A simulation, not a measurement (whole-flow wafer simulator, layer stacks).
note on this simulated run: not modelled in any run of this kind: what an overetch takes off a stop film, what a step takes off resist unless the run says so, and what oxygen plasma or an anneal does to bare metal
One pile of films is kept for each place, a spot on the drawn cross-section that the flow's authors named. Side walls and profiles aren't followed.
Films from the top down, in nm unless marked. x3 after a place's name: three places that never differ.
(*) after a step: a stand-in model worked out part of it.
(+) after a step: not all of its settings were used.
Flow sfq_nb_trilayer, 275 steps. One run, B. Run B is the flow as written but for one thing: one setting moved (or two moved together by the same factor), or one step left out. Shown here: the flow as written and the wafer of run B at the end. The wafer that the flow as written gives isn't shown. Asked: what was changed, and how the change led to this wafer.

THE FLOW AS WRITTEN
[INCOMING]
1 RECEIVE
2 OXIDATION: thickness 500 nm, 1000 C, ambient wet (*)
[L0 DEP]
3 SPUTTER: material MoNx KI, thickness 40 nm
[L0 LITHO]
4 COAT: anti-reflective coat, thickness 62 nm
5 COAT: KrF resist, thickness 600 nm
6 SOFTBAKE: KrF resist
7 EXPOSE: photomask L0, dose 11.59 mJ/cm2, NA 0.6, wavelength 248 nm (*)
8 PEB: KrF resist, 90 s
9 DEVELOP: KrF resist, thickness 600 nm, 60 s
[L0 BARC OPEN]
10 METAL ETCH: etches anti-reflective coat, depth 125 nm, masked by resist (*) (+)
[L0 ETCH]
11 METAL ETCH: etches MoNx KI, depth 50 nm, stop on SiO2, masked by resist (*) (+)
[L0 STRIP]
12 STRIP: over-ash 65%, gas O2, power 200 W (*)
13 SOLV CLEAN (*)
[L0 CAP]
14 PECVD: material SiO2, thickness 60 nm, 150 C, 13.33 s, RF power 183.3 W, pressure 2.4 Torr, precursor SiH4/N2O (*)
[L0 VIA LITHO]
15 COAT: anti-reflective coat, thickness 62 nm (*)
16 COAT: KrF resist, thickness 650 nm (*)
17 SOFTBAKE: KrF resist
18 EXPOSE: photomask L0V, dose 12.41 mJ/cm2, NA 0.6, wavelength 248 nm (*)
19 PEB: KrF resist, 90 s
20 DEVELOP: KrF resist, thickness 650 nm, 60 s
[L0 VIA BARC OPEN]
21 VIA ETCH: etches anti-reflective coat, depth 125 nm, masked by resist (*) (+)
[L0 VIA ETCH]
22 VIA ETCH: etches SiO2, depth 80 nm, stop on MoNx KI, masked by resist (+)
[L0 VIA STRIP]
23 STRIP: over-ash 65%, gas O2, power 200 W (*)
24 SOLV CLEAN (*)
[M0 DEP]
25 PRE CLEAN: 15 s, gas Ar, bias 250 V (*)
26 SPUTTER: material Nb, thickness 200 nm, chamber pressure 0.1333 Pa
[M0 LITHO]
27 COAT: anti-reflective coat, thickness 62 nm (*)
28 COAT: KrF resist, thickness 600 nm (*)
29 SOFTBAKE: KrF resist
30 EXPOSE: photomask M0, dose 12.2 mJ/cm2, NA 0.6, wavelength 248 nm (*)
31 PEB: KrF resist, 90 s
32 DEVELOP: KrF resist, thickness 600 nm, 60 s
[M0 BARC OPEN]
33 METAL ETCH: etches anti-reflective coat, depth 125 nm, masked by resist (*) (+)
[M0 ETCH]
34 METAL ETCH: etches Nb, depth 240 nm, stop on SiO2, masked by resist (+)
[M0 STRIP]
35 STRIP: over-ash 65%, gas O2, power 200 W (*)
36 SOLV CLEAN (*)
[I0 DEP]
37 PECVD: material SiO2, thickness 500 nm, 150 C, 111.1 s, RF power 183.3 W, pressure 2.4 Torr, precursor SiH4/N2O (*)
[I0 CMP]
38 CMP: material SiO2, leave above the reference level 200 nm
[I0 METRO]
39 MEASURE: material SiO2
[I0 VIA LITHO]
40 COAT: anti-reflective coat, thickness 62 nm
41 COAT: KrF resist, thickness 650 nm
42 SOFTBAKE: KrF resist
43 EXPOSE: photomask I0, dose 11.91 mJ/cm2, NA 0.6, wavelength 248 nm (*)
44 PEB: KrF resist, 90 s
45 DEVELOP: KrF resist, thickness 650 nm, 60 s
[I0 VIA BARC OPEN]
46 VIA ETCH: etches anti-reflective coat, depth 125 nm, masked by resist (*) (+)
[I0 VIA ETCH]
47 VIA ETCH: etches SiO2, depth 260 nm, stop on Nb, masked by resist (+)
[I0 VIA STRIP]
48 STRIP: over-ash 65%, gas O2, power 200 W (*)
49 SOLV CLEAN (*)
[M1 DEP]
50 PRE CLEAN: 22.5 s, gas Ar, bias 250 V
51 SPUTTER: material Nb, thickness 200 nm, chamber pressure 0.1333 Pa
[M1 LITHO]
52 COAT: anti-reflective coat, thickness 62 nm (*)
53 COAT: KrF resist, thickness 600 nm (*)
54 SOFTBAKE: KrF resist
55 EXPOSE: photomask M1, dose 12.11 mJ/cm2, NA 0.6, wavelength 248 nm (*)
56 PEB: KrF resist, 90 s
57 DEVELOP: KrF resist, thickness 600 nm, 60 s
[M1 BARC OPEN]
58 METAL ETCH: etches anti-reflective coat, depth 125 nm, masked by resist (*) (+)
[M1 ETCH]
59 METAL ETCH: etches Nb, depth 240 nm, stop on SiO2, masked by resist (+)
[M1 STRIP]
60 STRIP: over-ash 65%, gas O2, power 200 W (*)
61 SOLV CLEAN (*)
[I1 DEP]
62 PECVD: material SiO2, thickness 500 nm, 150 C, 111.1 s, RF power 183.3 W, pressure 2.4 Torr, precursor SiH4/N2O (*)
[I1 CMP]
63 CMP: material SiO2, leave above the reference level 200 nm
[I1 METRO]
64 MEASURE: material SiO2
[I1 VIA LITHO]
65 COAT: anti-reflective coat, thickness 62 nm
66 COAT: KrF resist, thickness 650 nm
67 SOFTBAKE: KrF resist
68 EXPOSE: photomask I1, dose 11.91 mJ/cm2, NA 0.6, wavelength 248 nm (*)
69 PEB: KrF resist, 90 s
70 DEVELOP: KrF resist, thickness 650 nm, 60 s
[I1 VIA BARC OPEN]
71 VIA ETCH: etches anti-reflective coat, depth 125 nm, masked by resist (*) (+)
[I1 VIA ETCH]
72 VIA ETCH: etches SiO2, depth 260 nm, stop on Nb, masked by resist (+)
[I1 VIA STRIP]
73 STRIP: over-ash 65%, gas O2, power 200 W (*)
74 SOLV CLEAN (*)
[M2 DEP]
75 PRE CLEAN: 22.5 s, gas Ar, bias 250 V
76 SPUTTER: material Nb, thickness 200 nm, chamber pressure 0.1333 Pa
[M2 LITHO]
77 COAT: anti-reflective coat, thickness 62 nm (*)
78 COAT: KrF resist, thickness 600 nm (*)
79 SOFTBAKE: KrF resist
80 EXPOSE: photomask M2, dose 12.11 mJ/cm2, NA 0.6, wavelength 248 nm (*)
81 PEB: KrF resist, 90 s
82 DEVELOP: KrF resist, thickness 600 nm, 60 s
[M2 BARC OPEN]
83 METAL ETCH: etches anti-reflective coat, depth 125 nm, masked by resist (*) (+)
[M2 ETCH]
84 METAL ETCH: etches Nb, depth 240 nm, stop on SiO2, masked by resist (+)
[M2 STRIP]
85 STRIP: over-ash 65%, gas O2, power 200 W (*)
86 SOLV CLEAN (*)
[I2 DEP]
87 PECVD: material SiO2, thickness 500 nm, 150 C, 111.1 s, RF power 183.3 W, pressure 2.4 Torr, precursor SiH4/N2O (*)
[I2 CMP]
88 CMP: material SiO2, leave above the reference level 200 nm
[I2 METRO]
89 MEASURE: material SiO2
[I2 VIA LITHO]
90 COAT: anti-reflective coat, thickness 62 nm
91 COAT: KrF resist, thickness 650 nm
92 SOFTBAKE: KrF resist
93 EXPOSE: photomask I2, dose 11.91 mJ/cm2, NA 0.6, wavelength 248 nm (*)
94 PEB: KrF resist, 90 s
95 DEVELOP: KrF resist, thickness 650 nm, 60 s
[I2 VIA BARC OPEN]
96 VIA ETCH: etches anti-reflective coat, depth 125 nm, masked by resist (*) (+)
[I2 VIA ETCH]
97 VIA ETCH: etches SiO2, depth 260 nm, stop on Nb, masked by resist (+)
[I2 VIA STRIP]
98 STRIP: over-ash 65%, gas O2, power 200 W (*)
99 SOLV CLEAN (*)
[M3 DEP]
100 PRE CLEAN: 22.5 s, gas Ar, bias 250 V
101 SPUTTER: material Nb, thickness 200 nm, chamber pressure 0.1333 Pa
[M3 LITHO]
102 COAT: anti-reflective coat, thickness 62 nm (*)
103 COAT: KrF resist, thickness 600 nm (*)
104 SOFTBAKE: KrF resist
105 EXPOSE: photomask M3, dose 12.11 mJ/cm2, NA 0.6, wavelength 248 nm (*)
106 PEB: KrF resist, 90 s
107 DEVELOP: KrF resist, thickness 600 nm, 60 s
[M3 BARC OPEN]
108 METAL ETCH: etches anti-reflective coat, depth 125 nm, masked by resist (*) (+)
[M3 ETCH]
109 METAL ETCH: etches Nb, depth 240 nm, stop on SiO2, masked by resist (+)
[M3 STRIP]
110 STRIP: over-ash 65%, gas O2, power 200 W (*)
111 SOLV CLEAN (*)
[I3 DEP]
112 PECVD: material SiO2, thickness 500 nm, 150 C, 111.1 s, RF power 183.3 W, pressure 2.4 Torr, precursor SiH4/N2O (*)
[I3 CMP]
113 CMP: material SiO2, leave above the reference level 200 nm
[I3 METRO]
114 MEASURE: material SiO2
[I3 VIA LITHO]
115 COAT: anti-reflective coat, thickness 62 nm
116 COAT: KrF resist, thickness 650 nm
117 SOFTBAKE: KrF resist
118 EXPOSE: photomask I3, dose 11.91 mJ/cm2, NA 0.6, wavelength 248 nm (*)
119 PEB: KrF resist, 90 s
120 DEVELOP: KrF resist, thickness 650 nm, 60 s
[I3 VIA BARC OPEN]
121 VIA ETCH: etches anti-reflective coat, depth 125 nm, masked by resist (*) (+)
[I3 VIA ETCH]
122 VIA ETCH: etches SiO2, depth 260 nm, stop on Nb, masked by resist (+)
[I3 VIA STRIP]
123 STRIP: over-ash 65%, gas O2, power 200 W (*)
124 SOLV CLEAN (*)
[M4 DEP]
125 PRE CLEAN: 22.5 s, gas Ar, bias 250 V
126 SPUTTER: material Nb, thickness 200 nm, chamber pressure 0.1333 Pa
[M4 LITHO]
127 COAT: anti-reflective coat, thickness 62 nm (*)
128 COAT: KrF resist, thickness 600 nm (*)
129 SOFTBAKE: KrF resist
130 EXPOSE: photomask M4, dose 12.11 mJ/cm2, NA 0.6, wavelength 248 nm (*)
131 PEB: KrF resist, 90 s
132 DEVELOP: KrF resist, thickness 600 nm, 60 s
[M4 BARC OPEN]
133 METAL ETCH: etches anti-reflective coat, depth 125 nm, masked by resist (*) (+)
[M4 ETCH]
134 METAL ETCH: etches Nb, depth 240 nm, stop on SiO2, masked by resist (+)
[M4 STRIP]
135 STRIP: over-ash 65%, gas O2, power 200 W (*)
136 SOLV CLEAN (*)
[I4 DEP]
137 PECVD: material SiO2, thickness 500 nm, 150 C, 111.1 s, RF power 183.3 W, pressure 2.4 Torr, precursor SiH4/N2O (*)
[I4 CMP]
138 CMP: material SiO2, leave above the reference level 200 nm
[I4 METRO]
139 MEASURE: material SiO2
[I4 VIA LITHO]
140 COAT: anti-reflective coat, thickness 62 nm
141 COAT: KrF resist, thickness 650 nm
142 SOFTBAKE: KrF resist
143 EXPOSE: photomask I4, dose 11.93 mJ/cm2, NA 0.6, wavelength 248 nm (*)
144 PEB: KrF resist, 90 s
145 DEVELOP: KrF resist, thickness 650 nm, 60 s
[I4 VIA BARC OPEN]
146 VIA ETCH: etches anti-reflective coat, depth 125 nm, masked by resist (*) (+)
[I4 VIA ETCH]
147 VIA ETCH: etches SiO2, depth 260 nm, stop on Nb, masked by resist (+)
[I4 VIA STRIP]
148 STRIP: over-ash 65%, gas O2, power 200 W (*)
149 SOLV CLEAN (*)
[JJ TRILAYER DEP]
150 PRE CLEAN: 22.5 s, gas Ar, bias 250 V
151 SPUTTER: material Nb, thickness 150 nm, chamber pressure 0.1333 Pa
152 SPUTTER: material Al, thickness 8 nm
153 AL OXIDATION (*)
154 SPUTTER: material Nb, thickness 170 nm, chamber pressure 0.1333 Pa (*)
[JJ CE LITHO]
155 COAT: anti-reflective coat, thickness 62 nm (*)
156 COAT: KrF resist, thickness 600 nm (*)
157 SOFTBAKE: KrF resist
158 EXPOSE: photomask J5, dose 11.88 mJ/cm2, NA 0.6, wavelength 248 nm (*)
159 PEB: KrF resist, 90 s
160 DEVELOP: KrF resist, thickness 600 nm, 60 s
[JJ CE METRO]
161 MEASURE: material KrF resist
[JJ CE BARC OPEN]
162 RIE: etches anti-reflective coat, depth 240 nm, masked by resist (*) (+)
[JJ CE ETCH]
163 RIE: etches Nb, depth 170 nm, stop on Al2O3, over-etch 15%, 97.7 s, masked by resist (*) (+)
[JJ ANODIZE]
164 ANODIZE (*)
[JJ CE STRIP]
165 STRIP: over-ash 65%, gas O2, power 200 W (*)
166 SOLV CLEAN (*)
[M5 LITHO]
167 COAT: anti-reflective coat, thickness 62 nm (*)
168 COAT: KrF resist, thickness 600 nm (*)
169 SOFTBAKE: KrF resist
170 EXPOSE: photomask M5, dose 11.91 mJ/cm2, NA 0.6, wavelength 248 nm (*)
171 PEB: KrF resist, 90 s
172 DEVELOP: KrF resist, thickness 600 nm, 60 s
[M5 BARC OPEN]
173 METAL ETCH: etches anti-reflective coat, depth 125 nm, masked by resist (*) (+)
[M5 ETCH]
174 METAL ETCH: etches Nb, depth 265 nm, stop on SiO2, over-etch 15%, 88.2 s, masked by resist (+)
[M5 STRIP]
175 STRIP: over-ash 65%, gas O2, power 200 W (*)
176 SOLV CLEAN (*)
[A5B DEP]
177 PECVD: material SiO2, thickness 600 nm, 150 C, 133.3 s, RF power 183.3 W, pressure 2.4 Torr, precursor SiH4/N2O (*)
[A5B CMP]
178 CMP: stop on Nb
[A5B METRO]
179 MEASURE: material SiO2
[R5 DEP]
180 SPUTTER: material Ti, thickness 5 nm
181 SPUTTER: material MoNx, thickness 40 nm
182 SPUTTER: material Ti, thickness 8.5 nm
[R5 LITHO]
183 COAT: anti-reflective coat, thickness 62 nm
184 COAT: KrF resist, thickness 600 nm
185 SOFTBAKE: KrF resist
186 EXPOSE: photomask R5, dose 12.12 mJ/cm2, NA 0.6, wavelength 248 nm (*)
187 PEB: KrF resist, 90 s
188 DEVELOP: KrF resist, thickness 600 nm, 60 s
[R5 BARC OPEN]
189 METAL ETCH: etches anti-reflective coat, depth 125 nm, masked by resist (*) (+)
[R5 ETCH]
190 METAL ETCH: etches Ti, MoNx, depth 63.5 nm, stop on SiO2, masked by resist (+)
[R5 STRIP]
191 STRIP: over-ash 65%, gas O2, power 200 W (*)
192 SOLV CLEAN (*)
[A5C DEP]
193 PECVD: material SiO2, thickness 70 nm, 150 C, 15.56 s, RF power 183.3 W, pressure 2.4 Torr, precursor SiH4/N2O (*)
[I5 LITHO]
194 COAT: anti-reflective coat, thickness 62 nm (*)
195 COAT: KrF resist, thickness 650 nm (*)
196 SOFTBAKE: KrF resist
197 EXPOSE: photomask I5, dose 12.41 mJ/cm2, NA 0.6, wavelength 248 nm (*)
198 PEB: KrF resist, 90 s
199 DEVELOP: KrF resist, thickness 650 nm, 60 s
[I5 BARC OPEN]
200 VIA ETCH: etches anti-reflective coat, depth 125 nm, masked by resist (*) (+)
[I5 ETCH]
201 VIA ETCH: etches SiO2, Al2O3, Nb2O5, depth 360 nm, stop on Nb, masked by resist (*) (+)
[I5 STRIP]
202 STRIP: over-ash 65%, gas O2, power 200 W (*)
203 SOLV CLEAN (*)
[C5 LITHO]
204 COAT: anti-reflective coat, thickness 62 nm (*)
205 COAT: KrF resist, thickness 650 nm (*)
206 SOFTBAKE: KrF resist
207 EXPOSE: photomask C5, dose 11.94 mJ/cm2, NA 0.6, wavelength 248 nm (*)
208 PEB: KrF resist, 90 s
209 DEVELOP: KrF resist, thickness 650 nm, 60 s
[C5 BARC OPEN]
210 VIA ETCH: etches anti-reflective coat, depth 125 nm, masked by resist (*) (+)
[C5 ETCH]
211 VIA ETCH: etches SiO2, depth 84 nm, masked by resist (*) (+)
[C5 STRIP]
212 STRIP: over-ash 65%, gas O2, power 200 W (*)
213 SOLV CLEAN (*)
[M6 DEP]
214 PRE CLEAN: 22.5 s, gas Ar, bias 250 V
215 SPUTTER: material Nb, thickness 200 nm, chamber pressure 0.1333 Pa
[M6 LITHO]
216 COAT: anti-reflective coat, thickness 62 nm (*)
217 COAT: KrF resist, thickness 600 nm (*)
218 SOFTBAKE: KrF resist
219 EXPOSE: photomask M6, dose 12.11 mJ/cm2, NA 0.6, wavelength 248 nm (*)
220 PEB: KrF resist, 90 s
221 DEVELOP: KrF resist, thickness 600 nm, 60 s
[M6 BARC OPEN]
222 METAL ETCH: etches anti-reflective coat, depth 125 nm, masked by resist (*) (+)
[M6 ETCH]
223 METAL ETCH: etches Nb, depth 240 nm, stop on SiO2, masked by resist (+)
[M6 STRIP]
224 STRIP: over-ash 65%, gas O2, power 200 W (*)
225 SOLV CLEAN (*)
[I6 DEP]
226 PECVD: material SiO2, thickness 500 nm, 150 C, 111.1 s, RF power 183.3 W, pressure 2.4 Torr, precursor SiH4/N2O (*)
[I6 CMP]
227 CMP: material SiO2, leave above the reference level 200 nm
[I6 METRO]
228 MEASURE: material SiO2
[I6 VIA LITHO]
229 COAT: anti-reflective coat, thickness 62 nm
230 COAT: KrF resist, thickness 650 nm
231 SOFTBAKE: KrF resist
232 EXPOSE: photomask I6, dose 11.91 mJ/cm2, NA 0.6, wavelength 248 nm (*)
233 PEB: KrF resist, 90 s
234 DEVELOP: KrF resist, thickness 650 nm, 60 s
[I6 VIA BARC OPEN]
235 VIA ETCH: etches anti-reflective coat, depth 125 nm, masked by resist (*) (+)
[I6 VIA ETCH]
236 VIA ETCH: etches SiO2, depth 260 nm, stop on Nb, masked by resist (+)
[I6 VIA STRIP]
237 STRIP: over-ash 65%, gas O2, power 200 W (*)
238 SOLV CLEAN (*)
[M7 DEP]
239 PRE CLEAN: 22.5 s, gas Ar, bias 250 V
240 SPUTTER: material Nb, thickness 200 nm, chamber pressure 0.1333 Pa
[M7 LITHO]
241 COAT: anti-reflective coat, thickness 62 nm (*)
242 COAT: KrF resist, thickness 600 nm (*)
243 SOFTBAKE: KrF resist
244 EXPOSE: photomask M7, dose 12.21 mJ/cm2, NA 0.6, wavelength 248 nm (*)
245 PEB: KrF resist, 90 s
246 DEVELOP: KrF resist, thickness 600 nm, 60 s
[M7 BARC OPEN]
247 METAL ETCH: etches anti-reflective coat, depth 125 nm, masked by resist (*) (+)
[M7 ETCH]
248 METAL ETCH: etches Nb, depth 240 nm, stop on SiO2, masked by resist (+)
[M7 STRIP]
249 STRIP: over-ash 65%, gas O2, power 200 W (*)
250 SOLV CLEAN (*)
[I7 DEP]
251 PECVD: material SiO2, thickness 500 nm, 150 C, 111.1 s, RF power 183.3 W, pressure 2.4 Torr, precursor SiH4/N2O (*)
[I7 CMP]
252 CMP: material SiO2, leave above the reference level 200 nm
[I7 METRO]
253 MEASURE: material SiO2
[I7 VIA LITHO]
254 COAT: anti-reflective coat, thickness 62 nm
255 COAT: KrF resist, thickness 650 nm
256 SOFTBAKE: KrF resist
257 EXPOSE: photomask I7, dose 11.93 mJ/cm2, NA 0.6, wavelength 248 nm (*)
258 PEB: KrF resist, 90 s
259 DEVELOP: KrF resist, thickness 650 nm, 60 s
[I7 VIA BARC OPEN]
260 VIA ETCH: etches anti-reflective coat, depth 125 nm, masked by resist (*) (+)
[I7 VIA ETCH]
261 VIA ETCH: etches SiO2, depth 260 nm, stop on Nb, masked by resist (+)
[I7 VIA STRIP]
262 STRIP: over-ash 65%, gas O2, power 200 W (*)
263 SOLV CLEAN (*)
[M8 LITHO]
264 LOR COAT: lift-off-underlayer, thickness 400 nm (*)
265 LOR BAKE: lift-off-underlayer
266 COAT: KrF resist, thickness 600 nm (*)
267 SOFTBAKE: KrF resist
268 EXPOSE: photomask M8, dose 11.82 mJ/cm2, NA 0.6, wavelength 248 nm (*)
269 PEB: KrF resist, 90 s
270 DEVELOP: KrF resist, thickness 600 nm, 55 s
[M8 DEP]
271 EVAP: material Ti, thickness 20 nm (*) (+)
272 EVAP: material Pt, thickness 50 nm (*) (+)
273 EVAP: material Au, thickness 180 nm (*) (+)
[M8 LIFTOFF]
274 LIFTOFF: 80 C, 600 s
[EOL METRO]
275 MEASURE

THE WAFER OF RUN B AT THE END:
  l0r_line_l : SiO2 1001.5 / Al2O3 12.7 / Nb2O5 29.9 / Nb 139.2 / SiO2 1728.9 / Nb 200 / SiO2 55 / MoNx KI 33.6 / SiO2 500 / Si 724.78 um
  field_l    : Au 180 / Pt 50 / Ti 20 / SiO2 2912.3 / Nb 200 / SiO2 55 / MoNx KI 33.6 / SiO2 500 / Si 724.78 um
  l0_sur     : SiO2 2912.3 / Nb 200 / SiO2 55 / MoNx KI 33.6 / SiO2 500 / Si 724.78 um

The cause: step 3, SPUTTER: thickness 33.6 nm was run, where the flow has thickness 40 nm.
It can be read off the wafer: l0r_line_l has MoNx KI 33.6, and step 3 as written asks for 40 nm.

How the change led to this, step by step:
  3 SPUTTER: material MoNx KI, thickness 40 nm
      field_l, v_sur, via_wl and 103 more: MoNx KI +33.6 (new film) (as written it would be: MoNx KI +40 (new film))
  11 METAL ETCH: etches MoNx KI, depth 50 nm, stop on SiO2, masked by resist (*) (+)
      v_sur, via_wl, via_w and 97 more: MoNx KI -33.6 (all of it) (as written it would be: MoNx KI -40 (all of it))
  15 COAT: anti-reflective coat, thickness 62 nm (*)
      v_sur: anti-reflective coat +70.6 (new film) (as written it would be: anti-reflective coat +72.2 (new film))
      l0r_space_c: anti-reflective coat +74.8 (new film) (as written it would be: anti-reflective coat +77.2 (new film))
  23 STRIP: over-ash 65%, gas O2, power 200 W (*)
      v_sur: KrF resist -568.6 (all of it), anti-reflective coat -70.6 (all of it) (as written it would be: KrF resist -570.5 (all of it), anti-reflective coat -72.2 (all of it))
      l0r_space_c: KrF resist -574 (all of it), anti-reflective coat -74.8 (all of it) (as written it would be: KrF resist -576.8 (all of it), anti-reflective coat -77.2 (all of it))
  27 COAT: anti-reflective coat, thickness 62 nm (*)
      v_sur: anti-reflective coat +70.7 (new film) (as written it would be: anti-reflective coat +72.3 (new film))
      l0r_space_c: anti-reflective coat +75.4 (new film) (as written it would be: anti-reflective coat +78 (new film))
  35 STRIP: over-ash 65%, gas O2, power 200 W (*)
      v_sur: KrF resist -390 (all of it), anti-reflective coat -70.7 (all of it) (as written it would be: KrF resist -391.6 (all of it), anti-reflective coat -72.3 (all of it))
      l0r_space_c: KrF resist -395.1 (all of it), anti-reflective coat -75.4 (all of it) (as written it would be: KrF resist -397.6 (all of it), anti-reflective coat -78 (all of it))
  38 CMP: material SiO2, leave above the reference level 200 nm
      l0v: SiO2 -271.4 (as written it would be: SiO2 -277.8)
